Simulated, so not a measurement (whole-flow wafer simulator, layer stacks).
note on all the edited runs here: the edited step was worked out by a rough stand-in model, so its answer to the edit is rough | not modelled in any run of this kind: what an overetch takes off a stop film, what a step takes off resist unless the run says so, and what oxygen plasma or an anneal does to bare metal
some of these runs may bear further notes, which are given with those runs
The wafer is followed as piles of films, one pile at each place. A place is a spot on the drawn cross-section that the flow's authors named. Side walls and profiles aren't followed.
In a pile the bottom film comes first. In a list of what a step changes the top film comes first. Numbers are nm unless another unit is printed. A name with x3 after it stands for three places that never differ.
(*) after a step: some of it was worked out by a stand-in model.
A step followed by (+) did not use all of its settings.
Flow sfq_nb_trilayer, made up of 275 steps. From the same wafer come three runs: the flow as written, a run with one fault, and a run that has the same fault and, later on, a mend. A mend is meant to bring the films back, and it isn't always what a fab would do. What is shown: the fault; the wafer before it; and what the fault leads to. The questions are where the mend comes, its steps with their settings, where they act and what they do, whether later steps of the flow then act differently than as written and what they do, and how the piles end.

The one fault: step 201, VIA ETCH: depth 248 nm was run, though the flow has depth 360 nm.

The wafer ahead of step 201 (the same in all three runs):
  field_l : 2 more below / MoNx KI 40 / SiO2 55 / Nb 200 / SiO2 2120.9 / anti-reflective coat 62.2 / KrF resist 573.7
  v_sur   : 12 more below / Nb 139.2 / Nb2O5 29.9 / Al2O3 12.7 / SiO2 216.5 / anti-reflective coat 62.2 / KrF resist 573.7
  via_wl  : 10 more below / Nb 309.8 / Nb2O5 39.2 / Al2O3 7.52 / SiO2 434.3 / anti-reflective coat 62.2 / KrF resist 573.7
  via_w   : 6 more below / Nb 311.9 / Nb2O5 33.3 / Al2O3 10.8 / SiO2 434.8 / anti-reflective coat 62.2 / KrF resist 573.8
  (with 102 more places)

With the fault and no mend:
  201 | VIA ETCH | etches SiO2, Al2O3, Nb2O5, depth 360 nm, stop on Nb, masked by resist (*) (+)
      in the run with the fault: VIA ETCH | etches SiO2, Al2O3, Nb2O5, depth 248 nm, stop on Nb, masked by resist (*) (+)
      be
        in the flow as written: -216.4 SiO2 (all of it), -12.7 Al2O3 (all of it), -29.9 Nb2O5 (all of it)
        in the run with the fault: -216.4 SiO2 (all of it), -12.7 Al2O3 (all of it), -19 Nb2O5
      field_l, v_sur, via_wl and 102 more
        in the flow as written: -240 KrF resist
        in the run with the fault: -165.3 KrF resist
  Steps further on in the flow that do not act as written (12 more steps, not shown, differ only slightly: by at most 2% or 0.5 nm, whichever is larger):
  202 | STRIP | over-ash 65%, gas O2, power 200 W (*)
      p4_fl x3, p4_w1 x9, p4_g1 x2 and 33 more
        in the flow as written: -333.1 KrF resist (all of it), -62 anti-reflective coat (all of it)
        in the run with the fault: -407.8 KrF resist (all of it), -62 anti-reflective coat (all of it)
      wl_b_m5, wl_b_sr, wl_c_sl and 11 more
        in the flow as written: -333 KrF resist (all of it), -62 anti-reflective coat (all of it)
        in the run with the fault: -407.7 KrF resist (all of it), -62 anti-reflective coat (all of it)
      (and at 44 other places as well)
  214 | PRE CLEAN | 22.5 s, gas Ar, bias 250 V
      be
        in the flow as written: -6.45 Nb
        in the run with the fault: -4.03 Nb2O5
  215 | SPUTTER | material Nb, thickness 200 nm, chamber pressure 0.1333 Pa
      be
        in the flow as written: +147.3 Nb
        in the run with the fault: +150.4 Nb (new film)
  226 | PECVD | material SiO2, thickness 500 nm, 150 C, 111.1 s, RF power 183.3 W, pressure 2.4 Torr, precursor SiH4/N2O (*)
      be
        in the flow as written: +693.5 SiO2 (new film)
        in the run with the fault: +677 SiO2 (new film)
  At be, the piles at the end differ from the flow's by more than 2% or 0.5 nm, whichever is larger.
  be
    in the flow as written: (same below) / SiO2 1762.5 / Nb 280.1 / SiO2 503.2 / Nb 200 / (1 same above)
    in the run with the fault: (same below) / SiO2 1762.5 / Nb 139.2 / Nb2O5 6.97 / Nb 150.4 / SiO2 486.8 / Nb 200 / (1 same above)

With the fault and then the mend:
  After step 202 comes the mend.
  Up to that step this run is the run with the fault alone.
  202a | COAT | anti-reflective coat, thickness 62 nm (*) (a further turn of the flow's step 194)
      lsp_r, l0_sur, l0v and 64 more
        +62 anti-reflective coat (new film)
      wl_a_sl, wl_a_m6, wl_a_sr, wl_g_sr
        +61.9 anti-reflective coat (new film)
      field_l, v_sur
        +61.7 anti-reflective coat (new film)
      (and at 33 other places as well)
  202b | COAT | KrF resist, thickness 650 nm (*) (a further turn of the flow's step 195)
      p4_fl x3, p4_w1 x9, p4_g1 x2 and 33 more
        +650 KrF resist (new film)
      wl_b_m5, wl_b_sr, wl_c_sl and 12 more
        +649.9 KrF resist (new film)
      l0v, wl_j_sl, wl_j_sr
        +650.2 KrF resist (new film)
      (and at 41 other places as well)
  202c | SOFTBAKE | KrF resist (a further turn of the flow's step 196)
      alters no film at any place that is followed
  202d | EXPOSE | photomask I5, dose 12.41 mJ/cm2, NA 0.6, wavelength 248 nm (*) (a further turn of the flow's step 197)
      alters no film at any place that is followed
  202e | PEB | KrF resist, 90 s (a further turn of the flow's step 198)
      field_l, v_sur, via_wl and 80 more
        -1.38 KrF resist
      via_w, via_wr, via_sp, be_sur, jj_sur
        -1.37 KrF resist
      ce_l, moat, field_r, wl_jj
        -1.39 KrF resist
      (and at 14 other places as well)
  202f | DEVELOP | KrF resist, thickness 650 nm, 60 s (a further turn of the flow's step 199)
      field_l, v_sur, via_wl and 102 more
        -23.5 KrF resist
      be
        -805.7 KrF resist (all of it)
  202g | VIA ETCH | etches anti-reflective coat, depth 125 nm, masked by resist (*) (+) (a further turn of the flow's step 200)
      field_l, v_sur, via_wl and 102 more
        -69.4 KrF resist
      be
        -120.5 anti-reflective coat (all of it)
  202h | VIA ETCH | etches SiO2, Al2O3, Nb2O5, depth 112 nm, stop on Nb, masked by resist (*) (+) (a further turn of the flow's step 201, with different settings)
      field_l, v_sur, via_wl and 102 more
        -74.7 KrF resist
      be
        -11 Nb2O5 (all of it)
  202i | STRIP | over-ash 65%, gas O2, power 200 W (*) (a further turn of the flow's step 202)
      p4_fl x3, p4_w1 x9, p4_g1 x2 and 33 more
        -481 KrF resist (all of it), -62 anti-reflective coat (all of it)
      wl_b_sr, wl_c_sl, wl_c_m6 and 10 more
        -480.9 KrF resist (all of it), -62 anti-reflective coat (all of it)
      wl_b_sl, wl_b_m5, wl_g_sl, wl_g_m5
        -480.8 KrF resist (all of it), -62 anti-reflective coat (all of it)
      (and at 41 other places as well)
  None of the later steps of the flow acts differently than as written at any place that is followed.
  At every place that both follow, the piles at the end match the flow's.
